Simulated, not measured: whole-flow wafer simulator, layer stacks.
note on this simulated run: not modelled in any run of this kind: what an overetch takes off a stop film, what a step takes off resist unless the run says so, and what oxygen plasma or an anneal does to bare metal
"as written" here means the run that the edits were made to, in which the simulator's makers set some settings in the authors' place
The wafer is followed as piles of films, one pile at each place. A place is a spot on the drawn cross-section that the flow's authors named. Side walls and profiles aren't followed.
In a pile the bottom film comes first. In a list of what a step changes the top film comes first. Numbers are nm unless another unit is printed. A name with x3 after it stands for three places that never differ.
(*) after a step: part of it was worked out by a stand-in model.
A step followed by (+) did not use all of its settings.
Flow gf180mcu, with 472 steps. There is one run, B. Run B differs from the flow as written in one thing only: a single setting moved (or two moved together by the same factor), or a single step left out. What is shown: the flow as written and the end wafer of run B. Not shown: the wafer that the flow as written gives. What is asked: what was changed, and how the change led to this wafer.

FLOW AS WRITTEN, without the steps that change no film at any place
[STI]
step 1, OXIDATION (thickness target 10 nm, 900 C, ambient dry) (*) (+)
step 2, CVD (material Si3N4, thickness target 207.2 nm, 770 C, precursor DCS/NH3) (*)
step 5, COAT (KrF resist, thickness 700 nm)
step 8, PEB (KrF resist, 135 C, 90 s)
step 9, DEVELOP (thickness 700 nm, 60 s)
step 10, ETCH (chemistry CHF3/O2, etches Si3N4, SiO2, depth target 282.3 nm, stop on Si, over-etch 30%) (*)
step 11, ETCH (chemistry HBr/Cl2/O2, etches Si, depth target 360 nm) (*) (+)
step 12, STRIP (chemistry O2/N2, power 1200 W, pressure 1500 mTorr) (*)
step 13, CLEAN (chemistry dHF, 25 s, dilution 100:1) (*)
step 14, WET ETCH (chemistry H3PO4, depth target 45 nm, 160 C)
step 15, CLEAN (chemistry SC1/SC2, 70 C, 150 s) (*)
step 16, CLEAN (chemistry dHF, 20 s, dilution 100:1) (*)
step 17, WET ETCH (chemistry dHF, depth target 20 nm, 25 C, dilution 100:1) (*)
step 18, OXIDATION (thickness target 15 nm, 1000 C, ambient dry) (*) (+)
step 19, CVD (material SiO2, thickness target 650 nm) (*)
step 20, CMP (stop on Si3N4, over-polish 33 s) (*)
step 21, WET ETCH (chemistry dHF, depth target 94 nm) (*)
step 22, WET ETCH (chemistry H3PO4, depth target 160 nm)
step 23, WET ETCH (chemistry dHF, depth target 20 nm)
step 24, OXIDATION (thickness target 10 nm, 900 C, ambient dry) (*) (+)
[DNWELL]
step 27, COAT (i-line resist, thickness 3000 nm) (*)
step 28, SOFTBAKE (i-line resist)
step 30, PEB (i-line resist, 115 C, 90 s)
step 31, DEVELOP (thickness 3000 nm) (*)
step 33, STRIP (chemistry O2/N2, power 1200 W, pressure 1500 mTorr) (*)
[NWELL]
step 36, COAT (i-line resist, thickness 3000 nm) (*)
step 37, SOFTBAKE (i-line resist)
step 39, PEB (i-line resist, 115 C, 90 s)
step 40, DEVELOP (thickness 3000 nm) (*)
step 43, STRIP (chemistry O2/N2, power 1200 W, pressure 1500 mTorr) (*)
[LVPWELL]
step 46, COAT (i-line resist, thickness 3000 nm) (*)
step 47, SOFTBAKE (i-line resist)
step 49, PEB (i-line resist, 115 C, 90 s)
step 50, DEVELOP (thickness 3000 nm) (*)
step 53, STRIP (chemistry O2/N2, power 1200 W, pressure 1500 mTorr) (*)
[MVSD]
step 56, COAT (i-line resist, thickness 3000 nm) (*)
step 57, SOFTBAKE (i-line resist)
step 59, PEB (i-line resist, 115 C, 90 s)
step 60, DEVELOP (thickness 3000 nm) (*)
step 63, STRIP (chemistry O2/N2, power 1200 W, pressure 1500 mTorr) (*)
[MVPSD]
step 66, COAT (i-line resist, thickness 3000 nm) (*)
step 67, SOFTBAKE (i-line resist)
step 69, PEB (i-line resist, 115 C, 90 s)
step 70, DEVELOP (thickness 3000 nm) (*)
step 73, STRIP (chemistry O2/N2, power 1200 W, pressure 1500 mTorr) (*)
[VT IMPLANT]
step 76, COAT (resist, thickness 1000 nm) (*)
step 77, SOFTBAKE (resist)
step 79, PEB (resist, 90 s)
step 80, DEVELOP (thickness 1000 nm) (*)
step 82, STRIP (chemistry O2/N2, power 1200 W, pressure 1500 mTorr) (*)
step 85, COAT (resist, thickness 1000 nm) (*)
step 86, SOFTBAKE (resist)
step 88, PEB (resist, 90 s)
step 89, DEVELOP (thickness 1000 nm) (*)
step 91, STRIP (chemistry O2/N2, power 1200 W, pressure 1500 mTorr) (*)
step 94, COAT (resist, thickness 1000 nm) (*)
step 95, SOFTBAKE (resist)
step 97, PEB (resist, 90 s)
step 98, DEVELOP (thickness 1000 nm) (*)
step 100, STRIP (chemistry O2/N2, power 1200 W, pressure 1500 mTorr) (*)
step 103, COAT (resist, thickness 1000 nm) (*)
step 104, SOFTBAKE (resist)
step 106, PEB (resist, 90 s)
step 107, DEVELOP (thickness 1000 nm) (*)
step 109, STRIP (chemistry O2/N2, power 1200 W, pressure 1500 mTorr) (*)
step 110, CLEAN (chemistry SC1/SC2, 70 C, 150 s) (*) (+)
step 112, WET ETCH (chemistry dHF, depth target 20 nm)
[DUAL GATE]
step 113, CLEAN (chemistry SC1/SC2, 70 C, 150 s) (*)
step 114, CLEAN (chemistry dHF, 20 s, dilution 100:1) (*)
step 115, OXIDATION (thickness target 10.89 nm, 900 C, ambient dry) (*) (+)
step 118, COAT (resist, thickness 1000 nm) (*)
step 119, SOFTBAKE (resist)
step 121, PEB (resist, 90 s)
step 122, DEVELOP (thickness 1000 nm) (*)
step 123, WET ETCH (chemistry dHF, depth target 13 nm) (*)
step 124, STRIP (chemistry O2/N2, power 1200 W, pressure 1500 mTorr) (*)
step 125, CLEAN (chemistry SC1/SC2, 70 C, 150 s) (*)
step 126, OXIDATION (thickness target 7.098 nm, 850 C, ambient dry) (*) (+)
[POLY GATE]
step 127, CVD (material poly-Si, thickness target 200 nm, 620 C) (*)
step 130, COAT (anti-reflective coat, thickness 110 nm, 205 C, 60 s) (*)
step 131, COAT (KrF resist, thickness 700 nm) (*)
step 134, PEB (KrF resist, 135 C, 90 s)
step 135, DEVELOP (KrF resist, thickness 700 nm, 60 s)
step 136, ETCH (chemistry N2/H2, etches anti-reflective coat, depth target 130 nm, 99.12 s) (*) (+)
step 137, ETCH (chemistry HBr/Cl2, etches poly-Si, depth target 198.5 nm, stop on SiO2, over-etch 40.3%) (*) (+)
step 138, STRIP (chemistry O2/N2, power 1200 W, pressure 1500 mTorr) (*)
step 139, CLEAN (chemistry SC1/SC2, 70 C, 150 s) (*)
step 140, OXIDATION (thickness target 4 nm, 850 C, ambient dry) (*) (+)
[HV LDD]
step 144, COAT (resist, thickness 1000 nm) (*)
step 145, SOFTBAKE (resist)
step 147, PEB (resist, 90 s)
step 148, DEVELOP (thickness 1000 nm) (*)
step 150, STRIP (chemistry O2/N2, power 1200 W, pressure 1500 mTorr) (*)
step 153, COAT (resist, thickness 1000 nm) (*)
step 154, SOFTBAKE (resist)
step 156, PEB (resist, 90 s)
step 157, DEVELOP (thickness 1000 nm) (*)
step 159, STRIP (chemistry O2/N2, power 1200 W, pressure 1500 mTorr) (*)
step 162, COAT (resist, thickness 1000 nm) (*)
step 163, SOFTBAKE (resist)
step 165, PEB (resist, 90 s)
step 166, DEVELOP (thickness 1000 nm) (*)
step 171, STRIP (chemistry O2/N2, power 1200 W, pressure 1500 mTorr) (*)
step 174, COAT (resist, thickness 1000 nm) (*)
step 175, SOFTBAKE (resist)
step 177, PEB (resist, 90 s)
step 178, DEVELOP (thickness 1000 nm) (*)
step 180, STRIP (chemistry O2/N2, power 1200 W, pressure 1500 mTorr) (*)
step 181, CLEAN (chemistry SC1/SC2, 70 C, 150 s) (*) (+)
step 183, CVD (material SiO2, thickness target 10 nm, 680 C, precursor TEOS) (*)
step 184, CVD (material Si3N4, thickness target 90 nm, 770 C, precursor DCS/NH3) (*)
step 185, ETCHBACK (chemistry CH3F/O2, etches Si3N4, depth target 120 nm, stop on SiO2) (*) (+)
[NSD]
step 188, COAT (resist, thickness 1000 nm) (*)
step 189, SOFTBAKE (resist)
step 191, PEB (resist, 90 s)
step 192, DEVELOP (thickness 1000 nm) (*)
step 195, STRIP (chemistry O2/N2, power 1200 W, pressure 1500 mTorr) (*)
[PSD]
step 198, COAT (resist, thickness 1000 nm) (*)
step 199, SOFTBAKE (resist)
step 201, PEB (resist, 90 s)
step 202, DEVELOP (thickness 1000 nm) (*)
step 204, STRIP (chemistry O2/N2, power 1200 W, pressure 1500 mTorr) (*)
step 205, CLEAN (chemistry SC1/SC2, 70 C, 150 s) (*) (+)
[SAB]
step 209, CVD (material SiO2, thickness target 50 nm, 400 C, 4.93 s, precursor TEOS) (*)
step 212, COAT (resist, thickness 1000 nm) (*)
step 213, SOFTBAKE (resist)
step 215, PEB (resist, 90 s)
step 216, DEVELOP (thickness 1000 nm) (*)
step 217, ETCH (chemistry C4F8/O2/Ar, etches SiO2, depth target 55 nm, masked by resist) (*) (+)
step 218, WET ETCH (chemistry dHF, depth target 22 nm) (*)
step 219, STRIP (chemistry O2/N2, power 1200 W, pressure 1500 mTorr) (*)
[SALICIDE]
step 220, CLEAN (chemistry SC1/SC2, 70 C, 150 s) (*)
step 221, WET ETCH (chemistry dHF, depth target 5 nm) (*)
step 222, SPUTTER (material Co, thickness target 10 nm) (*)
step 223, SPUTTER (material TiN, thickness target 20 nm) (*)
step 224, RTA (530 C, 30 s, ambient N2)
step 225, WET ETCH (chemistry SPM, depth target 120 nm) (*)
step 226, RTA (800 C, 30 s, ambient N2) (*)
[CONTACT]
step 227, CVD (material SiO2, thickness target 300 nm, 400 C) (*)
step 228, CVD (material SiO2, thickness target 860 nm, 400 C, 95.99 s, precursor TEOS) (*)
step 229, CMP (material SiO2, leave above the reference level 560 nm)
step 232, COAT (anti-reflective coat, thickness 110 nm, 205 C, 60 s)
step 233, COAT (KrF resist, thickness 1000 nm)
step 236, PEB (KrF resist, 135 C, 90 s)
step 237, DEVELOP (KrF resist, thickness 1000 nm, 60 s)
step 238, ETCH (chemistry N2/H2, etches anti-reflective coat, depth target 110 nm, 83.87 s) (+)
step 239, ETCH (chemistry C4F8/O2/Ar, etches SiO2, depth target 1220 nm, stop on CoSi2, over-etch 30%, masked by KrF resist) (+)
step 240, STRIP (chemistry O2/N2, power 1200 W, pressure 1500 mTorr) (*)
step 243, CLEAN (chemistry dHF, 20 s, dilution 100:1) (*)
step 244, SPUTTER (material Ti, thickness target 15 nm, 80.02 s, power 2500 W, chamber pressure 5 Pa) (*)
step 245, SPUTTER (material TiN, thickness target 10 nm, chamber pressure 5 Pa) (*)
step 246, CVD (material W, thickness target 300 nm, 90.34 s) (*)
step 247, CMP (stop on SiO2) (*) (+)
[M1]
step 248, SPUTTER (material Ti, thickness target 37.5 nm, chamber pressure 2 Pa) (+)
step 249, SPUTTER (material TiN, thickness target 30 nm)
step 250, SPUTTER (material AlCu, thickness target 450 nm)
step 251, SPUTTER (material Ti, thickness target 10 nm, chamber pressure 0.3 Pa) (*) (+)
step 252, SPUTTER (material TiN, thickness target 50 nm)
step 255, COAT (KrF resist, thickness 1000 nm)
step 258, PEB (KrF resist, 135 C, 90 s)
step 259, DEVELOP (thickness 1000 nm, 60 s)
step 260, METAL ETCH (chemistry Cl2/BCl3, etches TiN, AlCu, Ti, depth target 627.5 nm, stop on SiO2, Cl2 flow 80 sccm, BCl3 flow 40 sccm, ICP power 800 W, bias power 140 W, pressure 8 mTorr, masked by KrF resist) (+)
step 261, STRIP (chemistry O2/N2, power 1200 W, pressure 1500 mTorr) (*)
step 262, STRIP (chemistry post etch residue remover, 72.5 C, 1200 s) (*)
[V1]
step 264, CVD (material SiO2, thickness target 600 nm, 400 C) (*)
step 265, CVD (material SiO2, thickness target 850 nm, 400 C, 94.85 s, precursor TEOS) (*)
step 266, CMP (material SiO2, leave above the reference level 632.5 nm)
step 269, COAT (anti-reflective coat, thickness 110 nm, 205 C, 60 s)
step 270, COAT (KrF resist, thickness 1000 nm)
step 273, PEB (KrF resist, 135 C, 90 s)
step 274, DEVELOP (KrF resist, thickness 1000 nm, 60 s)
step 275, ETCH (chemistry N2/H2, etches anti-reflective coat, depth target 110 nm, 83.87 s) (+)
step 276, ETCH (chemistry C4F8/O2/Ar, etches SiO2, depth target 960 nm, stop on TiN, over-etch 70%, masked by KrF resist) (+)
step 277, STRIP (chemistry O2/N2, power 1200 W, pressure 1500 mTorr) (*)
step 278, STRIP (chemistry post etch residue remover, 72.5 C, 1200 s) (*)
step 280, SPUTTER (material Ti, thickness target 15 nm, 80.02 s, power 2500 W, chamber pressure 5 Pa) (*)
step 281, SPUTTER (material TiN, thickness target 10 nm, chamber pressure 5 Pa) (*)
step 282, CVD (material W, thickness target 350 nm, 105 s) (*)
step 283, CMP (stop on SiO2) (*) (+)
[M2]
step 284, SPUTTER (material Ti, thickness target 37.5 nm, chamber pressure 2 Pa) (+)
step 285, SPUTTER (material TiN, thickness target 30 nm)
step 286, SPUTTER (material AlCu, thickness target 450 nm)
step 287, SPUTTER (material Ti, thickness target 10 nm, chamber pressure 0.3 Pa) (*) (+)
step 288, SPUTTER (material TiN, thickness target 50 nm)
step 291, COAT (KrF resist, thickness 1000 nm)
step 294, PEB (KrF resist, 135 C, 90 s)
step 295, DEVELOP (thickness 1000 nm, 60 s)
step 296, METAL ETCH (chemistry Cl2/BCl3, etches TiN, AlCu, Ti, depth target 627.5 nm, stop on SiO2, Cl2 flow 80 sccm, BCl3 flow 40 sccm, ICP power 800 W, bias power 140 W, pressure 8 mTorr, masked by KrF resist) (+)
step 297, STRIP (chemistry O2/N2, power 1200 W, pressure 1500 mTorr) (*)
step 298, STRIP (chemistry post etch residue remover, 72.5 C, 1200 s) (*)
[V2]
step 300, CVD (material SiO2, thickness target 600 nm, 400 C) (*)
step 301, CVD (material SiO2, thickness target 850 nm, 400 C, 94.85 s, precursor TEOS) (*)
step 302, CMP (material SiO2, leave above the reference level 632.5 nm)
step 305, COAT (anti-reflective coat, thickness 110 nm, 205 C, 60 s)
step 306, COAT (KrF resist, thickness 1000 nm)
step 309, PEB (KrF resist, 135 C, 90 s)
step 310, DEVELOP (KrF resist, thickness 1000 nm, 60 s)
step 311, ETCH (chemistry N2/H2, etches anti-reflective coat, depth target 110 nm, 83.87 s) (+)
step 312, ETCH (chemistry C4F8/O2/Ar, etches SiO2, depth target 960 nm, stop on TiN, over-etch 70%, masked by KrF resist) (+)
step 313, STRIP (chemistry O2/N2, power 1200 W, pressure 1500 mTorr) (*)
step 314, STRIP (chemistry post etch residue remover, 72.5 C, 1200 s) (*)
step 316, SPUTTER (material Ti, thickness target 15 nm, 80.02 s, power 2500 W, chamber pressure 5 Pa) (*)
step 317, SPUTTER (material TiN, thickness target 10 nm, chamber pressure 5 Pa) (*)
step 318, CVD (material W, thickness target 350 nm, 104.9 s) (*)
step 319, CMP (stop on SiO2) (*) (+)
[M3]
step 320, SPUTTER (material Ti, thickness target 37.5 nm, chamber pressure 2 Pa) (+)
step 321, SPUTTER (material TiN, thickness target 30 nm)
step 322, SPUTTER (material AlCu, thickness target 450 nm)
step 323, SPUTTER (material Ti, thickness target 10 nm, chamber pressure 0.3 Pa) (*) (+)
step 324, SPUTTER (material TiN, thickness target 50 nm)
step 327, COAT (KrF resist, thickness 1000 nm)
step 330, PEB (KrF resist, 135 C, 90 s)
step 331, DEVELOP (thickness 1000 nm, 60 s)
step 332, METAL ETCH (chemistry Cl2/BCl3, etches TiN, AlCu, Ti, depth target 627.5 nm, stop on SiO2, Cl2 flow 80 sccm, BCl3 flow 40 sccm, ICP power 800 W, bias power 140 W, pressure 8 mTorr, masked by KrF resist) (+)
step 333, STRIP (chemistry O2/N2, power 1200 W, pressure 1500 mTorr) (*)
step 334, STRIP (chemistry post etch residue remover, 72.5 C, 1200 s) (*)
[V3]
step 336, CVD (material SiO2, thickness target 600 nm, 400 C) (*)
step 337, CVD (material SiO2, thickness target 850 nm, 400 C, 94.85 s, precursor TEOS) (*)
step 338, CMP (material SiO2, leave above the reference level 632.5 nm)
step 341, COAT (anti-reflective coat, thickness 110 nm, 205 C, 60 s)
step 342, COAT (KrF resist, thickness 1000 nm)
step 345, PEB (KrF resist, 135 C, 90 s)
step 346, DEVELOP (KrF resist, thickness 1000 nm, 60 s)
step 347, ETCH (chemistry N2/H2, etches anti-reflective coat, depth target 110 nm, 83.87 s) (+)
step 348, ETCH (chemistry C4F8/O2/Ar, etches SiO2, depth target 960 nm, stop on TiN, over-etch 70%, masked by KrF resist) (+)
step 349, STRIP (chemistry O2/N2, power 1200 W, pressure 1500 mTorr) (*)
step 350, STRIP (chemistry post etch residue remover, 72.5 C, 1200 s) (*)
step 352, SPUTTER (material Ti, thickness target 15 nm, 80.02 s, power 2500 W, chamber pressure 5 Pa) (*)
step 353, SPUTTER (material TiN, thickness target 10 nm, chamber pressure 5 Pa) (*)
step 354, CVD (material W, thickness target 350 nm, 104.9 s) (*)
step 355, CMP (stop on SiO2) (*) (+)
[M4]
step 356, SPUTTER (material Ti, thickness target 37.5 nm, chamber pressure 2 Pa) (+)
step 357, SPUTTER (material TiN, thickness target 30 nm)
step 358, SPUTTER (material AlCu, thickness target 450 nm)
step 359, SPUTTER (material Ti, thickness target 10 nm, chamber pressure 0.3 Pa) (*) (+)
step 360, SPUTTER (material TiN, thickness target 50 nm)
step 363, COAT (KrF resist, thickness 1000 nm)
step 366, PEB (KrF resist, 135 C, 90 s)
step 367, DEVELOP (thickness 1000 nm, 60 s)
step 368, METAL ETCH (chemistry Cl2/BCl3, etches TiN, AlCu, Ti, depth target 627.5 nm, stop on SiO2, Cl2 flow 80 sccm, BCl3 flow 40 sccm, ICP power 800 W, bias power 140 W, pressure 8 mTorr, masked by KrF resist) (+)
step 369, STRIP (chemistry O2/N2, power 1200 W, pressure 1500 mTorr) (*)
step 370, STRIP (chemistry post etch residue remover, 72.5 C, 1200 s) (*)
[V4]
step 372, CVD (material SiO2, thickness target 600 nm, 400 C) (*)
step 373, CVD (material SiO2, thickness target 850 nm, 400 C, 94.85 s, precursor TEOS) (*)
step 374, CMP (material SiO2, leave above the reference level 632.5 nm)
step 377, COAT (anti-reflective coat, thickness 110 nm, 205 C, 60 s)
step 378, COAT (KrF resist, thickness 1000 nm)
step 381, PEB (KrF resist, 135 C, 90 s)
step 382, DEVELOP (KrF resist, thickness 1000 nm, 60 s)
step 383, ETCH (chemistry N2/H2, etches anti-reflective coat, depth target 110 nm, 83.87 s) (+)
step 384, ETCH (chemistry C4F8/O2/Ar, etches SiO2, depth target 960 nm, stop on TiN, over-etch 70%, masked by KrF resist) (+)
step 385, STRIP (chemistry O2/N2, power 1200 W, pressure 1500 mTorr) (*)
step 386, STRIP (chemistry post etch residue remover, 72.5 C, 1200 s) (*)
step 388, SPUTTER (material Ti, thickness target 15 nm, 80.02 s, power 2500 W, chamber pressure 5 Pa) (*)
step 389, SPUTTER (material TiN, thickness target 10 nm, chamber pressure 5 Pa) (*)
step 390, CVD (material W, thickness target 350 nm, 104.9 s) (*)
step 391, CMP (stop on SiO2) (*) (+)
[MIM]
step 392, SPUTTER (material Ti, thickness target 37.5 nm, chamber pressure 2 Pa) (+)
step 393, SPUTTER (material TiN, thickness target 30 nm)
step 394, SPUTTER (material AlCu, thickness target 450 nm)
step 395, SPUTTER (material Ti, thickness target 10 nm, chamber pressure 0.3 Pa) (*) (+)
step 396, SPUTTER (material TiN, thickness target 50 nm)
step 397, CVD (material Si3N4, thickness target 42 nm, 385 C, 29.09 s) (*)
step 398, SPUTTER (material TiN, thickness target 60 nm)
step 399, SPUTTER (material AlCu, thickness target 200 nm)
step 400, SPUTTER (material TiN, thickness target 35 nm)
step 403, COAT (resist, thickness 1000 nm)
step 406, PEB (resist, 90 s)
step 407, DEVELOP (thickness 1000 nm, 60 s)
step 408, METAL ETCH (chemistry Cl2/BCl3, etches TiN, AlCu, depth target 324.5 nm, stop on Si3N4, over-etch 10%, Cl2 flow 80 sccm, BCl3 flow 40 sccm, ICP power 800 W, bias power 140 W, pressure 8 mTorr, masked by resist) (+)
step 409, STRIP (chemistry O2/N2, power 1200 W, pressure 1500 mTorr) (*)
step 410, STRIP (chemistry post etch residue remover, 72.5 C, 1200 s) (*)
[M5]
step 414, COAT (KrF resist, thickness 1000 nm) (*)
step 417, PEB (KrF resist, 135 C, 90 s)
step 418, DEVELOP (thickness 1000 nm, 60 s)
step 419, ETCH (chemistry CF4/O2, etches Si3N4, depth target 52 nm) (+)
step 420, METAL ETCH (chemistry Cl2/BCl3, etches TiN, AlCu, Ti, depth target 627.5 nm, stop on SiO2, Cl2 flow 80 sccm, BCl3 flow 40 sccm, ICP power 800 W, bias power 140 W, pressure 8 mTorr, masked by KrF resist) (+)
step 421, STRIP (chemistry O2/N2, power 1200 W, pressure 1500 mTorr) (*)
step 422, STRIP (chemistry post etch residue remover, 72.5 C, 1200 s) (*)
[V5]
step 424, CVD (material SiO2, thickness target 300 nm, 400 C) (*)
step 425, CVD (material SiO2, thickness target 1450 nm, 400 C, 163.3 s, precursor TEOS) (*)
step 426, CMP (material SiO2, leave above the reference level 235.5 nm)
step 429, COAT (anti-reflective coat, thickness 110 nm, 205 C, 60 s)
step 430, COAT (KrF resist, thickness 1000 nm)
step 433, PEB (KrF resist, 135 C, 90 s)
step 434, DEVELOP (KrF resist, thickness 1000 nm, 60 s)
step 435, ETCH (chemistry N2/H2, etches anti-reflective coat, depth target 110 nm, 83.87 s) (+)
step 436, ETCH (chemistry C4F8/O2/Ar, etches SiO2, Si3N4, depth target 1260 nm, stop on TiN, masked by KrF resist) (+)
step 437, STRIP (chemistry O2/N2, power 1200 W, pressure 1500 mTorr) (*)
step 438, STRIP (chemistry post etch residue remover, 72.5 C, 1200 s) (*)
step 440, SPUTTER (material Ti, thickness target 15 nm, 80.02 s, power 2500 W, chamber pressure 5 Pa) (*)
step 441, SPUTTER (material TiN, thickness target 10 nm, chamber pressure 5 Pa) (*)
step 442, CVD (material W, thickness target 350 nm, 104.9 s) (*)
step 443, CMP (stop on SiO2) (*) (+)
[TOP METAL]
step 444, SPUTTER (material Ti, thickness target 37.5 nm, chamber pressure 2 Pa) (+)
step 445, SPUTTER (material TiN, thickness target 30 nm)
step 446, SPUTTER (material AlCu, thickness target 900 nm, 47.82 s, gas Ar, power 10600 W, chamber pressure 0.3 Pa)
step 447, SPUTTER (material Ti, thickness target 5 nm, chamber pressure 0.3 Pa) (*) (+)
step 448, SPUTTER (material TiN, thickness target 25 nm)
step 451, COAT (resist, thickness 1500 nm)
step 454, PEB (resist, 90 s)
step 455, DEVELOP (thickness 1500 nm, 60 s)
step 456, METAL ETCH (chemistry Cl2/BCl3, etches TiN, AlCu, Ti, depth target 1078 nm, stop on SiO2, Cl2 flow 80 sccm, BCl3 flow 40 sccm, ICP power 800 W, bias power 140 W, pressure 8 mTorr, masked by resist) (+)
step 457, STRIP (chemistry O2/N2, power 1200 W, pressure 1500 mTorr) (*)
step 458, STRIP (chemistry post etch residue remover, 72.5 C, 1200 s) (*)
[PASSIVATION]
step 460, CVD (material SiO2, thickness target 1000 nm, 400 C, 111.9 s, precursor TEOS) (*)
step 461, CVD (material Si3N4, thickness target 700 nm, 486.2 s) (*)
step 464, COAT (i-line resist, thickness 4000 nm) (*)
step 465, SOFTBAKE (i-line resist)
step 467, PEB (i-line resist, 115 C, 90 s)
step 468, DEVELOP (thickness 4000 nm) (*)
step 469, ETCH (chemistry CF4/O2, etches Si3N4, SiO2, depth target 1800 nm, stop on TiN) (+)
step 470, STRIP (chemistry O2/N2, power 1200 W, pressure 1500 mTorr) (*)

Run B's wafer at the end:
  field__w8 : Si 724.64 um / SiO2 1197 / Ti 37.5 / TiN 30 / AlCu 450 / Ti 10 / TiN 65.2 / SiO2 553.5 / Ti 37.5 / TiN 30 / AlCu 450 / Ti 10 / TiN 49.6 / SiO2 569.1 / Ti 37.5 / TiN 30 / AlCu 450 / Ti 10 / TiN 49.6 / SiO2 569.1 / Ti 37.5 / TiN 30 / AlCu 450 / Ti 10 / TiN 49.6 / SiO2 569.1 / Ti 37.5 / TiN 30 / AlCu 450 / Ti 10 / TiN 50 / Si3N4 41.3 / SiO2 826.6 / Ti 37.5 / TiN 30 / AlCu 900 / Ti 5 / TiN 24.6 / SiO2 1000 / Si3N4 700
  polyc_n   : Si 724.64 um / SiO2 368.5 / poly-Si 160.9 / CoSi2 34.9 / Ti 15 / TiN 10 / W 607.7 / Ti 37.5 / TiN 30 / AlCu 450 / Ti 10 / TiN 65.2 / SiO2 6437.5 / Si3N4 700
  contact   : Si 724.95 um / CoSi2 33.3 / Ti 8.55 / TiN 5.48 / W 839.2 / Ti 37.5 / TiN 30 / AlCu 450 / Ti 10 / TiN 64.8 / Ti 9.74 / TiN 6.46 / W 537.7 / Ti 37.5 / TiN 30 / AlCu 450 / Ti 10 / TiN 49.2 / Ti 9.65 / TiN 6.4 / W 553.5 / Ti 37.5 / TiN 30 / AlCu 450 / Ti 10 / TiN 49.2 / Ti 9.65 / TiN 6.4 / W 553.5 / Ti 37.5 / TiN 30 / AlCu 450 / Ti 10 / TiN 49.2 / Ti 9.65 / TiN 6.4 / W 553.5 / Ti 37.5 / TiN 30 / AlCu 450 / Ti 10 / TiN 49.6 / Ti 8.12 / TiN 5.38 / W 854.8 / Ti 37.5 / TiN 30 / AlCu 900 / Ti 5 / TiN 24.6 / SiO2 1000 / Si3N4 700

The reason: step 252, SPUTTER: thickness target 65.62 nm was run, while the flow as written has thickness target 50 nm.

How this came from the change, step by step:
  step 252, SPUTTER (material TiN, thickness target 50 nm)
      field, field__w1, field__w2 and 108 more: +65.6 TiN (new film) (it would be, as written: +50 TiN (new film))
  step 260, METAL ETCH (chemistry Cl2/BCl3, etches TiN, AlCu, Ti, depth target 627.5 nm, stop on SiO2, Cl2 flow 80 sccm, BCl3 flow 40 sccm, ICP power 800 W, bias power 140 W, pressure 8 mTorr, masked by KrF resist) (+)
      field, field__w1, field__w2 and 99 more: -65.6 TiN (all of it), -10 Ti (all of it), -450 AlCu (all of it), -30 TiN (all of it), -37.5 Ti (all of it) (it would be, as written: -50 TiN (all of it), -10 Ti (all of it), -450 AlCu (all of it), -30 TiN (all of it), -37.5 Ti (all of it))
  step 276, ETCH (chemistry C4F8/O2/Ar, etches SiO2, depth target 960 nm, stop on TiN, over-etch 70%, masked by KrF resist) (+)
      contact: -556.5 SiO2 (all of it) (it would be, as written: -572.1 SiO2 (all of it))
